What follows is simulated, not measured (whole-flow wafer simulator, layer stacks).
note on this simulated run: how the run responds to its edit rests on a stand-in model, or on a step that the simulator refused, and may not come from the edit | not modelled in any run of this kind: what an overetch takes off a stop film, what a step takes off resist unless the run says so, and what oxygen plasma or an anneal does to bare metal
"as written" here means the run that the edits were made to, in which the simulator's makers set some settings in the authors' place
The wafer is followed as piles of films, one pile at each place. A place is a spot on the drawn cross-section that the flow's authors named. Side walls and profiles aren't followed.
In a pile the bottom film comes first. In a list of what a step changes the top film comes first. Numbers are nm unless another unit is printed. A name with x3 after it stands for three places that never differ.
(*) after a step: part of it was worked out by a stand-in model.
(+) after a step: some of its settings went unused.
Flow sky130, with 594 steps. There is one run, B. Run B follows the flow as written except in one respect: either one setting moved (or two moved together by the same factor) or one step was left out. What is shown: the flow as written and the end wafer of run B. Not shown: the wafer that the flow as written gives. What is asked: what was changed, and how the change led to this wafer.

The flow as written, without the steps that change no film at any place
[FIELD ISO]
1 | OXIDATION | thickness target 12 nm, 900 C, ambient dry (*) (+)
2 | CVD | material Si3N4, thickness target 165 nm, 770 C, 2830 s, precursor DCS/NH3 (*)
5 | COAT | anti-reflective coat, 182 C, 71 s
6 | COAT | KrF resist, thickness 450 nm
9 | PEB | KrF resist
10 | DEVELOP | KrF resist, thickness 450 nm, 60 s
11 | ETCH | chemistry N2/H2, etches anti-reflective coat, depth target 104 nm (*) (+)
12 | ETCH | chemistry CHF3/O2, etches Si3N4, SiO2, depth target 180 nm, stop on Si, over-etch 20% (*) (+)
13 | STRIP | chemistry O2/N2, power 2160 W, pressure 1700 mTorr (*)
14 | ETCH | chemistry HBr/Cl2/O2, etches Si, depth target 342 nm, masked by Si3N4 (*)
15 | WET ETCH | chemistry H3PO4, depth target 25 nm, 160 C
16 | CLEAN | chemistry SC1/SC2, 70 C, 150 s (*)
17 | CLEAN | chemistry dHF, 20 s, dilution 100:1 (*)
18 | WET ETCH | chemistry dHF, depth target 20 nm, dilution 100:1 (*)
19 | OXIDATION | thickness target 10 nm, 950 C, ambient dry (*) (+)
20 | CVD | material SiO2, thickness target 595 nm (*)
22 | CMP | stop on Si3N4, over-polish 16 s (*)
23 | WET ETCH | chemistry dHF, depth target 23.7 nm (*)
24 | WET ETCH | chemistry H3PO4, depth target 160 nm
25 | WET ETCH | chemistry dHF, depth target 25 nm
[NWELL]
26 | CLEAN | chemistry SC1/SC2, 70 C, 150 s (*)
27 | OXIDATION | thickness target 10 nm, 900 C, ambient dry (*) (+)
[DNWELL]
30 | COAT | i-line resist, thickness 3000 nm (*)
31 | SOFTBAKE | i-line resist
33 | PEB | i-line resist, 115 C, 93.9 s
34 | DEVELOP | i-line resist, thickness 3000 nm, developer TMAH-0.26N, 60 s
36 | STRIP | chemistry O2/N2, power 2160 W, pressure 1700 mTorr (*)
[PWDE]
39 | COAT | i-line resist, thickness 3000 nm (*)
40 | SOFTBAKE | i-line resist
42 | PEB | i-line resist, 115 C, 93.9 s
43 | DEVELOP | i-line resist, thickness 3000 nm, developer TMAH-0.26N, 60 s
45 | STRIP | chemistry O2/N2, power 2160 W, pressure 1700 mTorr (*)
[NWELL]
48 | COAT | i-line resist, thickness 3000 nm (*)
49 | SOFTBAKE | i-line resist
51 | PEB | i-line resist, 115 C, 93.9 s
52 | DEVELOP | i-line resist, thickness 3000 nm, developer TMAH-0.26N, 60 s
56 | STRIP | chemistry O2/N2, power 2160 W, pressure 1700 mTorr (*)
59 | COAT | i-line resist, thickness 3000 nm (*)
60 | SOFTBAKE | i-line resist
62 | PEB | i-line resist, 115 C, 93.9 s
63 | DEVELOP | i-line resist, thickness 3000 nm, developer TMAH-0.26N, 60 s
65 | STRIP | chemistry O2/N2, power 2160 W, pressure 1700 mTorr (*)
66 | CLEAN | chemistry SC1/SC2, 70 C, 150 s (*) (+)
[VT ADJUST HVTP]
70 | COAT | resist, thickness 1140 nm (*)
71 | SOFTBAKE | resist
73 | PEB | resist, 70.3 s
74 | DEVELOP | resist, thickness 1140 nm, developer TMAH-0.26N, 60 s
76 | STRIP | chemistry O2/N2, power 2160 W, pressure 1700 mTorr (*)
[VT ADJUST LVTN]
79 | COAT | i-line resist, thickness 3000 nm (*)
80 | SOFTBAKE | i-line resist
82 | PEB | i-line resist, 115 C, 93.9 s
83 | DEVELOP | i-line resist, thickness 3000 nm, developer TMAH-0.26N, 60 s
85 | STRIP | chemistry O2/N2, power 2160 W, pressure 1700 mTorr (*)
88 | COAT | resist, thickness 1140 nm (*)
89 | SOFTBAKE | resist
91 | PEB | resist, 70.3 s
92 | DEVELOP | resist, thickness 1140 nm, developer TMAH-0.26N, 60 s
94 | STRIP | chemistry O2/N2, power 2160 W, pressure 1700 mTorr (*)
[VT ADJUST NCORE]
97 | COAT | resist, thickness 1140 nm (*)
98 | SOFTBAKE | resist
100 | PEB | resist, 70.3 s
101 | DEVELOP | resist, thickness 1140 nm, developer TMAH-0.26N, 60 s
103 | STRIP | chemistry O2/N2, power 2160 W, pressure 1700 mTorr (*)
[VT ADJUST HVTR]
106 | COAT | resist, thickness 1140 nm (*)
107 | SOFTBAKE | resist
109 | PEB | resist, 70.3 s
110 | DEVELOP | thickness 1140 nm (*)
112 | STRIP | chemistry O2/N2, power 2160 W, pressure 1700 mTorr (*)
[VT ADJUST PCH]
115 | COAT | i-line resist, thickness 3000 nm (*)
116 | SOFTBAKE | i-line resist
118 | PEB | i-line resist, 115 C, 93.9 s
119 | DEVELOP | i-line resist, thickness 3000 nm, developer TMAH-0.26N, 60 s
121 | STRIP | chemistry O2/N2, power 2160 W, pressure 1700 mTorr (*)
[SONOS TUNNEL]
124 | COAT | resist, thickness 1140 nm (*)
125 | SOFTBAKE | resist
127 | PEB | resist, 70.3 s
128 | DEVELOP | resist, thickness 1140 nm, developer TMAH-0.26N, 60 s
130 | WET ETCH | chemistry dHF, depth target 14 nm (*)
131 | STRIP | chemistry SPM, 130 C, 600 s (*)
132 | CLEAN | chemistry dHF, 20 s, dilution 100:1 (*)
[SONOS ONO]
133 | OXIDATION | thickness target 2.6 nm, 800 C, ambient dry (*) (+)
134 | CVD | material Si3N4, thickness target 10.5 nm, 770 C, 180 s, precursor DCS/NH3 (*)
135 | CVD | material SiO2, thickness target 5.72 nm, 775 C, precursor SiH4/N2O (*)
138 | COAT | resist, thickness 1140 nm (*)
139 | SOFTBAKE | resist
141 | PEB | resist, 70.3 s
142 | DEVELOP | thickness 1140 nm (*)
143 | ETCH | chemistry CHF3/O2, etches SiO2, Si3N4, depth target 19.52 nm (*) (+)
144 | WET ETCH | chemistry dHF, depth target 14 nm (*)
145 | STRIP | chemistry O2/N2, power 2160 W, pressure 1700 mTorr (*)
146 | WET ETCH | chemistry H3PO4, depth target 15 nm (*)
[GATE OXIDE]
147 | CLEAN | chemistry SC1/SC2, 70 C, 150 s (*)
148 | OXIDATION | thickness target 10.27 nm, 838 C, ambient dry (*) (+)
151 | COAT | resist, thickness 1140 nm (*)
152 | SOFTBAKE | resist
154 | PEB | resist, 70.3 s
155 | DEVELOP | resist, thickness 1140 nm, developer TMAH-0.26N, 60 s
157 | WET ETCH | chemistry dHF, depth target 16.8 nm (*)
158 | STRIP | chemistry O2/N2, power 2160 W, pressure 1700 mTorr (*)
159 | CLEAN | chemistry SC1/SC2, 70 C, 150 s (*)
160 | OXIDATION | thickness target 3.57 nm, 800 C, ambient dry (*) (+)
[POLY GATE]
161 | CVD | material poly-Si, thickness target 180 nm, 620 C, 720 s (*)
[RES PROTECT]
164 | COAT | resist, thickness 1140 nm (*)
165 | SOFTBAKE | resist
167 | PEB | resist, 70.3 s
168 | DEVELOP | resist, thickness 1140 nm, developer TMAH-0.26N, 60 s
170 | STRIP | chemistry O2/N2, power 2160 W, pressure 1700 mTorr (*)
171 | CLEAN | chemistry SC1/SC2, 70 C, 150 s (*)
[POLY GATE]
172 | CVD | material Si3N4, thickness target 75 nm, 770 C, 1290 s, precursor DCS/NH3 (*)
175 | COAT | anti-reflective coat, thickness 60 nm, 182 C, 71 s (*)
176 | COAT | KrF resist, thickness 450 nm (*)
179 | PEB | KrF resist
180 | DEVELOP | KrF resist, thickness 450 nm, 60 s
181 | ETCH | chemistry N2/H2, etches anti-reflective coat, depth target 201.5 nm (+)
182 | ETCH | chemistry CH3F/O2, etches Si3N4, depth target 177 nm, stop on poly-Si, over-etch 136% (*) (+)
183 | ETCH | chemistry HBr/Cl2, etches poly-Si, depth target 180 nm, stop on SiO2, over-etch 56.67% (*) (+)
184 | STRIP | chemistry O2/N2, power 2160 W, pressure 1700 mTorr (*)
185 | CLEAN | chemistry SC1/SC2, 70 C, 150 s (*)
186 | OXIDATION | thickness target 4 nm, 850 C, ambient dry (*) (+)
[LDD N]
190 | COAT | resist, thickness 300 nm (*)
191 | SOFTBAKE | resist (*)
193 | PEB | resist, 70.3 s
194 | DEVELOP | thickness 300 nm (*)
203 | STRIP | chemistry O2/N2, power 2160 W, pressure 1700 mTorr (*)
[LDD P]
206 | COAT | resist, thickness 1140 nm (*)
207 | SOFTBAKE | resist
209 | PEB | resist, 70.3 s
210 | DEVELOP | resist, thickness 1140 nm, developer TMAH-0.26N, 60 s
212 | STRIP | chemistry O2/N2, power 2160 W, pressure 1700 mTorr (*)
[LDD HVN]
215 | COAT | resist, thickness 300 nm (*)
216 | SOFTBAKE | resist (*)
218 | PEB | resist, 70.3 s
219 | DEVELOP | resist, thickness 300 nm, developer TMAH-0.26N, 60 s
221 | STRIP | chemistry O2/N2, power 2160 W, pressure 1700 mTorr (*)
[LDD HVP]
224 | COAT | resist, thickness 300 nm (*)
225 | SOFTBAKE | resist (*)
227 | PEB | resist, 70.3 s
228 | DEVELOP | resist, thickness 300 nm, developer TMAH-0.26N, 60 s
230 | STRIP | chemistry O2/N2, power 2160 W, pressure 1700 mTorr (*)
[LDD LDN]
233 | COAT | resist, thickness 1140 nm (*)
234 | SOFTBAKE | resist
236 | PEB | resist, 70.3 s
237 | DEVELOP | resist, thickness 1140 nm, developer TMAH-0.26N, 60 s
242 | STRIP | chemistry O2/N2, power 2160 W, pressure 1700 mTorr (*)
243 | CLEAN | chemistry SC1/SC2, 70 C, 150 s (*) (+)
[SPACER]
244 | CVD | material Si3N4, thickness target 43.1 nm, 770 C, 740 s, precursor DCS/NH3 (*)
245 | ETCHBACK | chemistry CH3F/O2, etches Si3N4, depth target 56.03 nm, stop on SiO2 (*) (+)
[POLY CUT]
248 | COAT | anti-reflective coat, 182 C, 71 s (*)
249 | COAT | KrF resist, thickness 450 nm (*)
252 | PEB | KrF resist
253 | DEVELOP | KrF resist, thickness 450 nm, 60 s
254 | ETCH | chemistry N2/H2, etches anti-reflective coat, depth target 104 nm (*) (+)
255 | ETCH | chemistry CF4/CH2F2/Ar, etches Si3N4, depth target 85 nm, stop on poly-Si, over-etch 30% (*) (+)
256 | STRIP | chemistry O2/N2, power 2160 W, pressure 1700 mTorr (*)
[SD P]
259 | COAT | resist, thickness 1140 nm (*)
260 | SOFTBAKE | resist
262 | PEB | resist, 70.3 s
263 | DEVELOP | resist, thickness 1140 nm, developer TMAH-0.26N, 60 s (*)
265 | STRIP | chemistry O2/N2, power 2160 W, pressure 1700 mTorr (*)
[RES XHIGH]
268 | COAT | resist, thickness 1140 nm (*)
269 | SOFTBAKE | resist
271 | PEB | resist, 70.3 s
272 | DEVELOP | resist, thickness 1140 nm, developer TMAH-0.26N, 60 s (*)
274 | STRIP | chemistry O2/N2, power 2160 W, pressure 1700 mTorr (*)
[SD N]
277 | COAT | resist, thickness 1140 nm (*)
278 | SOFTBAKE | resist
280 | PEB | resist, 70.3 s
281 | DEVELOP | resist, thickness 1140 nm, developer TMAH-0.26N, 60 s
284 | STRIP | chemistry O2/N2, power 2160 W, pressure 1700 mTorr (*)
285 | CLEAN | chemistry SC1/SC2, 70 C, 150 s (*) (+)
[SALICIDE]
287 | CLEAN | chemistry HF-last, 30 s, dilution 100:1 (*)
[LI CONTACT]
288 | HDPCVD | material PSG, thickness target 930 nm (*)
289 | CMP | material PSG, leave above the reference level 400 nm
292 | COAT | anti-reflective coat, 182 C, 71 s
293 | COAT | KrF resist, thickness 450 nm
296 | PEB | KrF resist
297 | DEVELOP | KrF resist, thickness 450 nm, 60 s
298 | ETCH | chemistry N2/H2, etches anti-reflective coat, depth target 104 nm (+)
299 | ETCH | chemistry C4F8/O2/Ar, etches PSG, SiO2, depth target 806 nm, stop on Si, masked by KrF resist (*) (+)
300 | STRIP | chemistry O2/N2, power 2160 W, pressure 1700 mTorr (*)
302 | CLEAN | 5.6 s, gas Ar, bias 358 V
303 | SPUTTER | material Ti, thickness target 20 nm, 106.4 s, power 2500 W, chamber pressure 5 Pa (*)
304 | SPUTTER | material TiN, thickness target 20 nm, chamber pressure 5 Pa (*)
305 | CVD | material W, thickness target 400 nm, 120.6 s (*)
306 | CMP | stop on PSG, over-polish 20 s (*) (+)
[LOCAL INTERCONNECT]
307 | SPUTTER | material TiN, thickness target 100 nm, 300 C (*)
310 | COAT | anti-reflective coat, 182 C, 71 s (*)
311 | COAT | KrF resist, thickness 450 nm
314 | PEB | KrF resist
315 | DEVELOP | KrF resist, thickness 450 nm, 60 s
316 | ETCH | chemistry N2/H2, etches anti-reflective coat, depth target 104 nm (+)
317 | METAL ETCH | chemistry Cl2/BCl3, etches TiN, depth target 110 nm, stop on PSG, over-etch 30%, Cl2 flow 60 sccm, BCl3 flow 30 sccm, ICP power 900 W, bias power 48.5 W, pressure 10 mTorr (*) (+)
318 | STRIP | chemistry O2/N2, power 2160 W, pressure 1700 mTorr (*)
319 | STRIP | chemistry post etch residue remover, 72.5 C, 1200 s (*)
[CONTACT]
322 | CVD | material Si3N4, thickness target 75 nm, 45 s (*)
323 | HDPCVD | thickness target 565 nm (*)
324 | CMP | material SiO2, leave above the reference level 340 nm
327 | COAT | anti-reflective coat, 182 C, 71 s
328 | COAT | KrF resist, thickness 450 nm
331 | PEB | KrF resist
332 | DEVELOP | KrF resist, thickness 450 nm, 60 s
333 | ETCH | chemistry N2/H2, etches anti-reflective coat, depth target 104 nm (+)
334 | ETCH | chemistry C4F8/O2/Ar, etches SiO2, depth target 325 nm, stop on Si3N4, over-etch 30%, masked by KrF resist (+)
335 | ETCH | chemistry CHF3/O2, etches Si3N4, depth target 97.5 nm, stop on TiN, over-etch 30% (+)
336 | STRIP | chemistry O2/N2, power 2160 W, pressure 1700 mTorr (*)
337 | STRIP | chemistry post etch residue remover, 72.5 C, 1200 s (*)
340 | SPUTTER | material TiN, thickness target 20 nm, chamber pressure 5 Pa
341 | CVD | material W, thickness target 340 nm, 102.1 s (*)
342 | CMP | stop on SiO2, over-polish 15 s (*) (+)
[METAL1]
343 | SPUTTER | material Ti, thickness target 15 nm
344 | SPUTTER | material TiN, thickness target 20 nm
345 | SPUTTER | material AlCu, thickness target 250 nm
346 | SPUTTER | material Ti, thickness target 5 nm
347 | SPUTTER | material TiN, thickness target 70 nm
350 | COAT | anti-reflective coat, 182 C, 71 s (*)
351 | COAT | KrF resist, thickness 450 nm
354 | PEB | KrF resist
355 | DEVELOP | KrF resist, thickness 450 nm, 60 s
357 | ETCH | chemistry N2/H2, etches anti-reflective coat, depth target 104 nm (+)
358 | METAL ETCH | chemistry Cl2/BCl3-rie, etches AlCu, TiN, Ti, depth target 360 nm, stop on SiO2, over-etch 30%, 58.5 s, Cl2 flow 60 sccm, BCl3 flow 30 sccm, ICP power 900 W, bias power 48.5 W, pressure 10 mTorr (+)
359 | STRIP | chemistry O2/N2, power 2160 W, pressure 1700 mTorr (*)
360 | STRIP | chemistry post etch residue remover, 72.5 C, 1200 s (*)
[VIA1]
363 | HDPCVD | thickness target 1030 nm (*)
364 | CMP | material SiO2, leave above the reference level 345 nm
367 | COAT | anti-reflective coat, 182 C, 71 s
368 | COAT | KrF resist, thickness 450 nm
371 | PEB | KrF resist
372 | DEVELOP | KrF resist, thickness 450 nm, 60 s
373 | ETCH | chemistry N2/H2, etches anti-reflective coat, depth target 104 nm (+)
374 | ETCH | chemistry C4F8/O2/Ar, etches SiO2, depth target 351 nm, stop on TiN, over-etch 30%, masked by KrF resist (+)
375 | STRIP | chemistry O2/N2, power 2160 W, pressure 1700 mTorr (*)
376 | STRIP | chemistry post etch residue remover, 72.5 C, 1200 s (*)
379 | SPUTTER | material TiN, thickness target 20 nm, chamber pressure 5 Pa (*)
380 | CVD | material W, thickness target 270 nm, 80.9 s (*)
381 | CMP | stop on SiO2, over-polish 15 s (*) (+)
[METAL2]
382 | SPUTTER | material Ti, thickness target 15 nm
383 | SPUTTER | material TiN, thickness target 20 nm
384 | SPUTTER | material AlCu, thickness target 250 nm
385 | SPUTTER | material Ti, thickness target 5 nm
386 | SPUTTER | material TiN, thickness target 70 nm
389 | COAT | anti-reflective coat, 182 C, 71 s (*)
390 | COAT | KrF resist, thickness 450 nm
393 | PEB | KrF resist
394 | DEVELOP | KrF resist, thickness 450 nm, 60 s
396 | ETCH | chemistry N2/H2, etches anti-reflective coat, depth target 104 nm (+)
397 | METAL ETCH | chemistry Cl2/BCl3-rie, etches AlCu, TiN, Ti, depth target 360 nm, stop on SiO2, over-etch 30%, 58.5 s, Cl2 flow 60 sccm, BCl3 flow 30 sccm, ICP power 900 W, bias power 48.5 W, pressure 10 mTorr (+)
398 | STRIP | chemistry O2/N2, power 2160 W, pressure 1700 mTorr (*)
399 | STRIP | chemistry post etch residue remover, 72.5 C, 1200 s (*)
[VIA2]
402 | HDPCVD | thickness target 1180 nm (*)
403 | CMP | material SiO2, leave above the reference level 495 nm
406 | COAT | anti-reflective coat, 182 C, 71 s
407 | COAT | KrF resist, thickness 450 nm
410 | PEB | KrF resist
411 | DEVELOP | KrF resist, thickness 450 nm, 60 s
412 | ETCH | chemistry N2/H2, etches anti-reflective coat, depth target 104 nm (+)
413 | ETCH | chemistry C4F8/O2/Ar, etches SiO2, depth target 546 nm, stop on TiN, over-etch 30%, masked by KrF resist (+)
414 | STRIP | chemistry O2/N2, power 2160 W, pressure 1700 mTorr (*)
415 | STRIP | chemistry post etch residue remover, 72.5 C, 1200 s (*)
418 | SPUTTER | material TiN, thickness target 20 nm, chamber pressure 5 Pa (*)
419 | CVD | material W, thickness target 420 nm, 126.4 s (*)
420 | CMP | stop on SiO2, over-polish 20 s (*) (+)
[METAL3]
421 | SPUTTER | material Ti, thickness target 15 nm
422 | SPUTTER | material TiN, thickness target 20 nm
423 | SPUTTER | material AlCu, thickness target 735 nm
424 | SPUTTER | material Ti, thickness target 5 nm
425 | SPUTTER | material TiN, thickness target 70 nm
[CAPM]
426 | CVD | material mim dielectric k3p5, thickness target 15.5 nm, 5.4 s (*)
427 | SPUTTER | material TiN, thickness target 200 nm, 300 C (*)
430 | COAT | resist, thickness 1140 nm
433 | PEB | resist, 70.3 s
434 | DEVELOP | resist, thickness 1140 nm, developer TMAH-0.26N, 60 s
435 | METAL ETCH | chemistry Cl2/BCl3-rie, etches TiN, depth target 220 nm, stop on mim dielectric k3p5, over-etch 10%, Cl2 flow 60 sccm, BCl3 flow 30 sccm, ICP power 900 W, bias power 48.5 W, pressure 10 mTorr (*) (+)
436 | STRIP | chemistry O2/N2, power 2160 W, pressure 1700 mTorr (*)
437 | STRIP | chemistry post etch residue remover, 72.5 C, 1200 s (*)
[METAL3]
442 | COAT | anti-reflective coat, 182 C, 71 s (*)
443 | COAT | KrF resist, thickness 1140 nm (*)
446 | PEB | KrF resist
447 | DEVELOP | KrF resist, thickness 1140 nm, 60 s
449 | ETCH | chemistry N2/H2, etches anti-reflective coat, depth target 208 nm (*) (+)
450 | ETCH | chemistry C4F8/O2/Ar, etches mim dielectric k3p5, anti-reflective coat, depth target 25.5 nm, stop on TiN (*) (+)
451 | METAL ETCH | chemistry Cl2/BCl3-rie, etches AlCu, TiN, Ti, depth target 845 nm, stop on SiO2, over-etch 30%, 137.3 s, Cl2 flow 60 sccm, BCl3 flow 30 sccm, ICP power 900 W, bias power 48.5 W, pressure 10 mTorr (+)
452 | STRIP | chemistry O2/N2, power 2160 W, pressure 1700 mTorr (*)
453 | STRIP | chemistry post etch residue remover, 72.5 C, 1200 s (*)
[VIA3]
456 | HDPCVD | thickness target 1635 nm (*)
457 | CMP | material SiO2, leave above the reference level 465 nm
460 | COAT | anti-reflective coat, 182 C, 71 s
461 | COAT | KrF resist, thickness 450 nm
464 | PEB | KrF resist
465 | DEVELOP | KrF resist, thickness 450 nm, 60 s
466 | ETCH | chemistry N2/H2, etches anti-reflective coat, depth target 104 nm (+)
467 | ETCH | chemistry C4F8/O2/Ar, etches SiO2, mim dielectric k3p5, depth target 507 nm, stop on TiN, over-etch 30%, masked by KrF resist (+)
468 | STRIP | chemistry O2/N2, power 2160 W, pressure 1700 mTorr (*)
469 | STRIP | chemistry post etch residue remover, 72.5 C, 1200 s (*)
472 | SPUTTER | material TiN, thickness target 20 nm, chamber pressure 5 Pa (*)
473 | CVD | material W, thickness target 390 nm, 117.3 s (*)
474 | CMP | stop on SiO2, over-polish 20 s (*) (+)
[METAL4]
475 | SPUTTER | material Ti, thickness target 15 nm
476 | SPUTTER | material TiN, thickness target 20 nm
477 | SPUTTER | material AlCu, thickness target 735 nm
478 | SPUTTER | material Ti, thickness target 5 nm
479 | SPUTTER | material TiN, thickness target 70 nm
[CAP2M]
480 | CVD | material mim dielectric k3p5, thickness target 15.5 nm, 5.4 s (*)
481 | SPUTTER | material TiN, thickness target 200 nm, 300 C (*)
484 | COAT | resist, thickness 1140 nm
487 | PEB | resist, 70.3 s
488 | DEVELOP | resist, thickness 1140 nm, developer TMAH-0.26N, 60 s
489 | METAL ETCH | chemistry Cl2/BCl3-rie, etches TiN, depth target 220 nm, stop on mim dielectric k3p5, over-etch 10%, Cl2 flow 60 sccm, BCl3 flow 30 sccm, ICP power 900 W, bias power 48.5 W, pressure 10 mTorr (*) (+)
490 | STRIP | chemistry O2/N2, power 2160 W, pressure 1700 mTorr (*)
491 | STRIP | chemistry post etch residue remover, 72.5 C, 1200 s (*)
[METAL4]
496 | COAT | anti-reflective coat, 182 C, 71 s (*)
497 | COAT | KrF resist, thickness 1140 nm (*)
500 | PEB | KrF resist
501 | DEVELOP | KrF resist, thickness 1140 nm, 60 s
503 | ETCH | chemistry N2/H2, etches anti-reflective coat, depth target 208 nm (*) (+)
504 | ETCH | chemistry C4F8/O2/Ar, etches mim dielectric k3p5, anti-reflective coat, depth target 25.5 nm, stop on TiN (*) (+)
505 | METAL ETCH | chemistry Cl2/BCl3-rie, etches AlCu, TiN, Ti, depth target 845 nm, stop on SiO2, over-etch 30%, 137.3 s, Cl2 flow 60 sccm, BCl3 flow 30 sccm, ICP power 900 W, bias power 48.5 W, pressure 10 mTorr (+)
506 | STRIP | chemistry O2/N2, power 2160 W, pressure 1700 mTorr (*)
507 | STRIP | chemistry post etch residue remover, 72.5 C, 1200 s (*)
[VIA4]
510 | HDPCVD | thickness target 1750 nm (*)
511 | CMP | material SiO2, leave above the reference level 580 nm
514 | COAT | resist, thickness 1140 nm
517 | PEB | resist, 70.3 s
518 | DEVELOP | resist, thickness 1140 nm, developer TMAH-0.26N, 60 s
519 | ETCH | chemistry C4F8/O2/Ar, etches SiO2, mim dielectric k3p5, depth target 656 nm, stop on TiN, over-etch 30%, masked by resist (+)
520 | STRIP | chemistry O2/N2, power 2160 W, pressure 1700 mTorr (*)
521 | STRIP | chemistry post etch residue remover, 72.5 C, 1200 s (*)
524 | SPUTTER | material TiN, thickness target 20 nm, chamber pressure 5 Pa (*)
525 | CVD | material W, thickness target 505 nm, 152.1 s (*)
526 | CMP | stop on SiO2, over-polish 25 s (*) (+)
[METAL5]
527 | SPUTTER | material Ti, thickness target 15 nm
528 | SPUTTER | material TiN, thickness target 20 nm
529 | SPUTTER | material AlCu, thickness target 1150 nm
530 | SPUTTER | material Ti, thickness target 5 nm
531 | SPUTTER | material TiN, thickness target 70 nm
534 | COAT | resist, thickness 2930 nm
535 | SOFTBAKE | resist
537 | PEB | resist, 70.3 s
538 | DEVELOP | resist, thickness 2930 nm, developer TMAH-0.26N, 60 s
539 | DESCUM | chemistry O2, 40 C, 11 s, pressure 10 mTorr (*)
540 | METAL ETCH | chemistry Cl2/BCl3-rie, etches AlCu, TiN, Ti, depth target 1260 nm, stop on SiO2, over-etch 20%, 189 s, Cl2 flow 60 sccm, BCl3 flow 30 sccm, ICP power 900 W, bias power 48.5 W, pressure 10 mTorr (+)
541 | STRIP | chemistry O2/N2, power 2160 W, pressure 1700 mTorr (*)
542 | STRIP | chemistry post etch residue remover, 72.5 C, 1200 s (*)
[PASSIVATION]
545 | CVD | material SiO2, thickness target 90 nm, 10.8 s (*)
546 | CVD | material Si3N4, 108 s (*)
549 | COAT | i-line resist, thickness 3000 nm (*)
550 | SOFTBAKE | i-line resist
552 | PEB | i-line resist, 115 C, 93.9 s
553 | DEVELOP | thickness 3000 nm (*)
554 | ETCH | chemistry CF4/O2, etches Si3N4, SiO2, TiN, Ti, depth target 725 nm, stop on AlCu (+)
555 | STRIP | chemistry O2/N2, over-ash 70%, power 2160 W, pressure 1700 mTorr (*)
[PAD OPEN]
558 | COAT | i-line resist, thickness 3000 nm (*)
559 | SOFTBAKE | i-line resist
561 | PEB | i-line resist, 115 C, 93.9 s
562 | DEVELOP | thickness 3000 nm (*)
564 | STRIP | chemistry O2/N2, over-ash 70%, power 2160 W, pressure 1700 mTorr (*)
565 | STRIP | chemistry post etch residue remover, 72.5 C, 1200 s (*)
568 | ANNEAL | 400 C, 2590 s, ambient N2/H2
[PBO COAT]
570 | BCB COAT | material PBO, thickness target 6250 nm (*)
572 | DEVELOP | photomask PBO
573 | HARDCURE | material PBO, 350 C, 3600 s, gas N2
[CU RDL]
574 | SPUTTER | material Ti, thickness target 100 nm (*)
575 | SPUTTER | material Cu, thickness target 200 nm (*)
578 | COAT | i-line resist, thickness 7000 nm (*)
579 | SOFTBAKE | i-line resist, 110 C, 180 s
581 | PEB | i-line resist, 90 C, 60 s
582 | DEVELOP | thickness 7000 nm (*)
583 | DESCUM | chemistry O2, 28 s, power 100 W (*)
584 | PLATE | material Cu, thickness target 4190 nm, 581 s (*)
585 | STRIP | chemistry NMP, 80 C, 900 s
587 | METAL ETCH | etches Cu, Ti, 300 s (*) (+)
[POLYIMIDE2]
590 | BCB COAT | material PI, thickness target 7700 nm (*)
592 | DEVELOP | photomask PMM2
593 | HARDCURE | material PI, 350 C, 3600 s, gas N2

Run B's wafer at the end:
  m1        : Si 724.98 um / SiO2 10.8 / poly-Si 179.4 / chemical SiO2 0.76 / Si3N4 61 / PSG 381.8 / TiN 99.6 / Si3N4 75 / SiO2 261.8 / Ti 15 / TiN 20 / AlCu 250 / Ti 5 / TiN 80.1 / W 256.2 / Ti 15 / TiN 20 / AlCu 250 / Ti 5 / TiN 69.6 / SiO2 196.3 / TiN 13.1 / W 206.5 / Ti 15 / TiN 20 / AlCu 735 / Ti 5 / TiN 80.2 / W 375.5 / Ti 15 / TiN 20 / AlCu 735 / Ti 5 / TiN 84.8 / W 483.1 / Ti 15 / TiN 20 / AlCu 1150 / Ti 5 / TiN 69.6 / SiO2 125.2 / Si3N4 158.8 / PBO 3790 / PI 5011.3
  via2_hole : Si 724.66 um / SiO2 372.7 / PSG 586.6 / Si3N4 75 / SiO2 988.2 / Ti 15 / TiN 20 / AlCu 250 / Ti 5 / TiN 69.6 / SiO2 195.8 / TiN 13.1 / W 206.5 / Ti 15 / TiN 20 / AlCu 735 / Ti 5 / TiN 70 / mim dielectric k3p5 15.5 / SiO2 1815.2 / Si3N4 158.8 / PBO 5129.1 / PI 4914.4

Cause: step 413, ETCH: depth target 224 nm was run, while the flow as written has depth target 546 nm.

Step by step, how the change led to this:
  413 | ETCH | chemistry C4F8/O2/Ar, etches SiO2, depth target 546 nm, stop on TiN, over-etch 30%, masked by KrF resist (+)
      m1: -224 SiO2 (in the flow as written it would be: -420.3 SiO2 (all of it))
      via2_hole: -224 SiO2 (in the flow as written it would be: -419.8 SiO2 (all of it))
      (as well as at 189 more places)
  414 | STRIP | chemistry O2/N2, power 2160 W, pressure 1700 mTorr (*)
      field, active, n_well and 186 more: -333 KrF resist (all of it), -80 anti-reflective coat (all of it) (in the flow as written it would be: -268.6 KrF resist (all of it), -80 anti-reflective coat (all of it))
  418 | SPUTTER | material TiN, thickness target 20 nm, chamber pressure 5 Pa (*)
      m1, via2_hole: +13.1 TiN (new film) (in the flow as written it would be: +10.2 TiN)
  419 | CVD | material W, thickness target 420 nm, 126.4 s (*)
      m1: +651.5 W (new film) (in the flow as written it would be: +851.1 W (new film))
      via2_hole: +651.5 W (new film) (in the flow as written it would be: +850.7 W (new film))
Taking metal films that touch as one body, m1 has 3 bodies (between them, from the top down: SiO2 196.3; SiO2 261.8 / Si3N4 75); the flow as written gives 2 bodies (between them, from the top down: SiO2 261.8 / Si3N4 75).
Taking metal films that touch as one body, via2_hole has 2 bodies (between them, from the top down: SiO2 195.8); the flow as written gives 1 body.
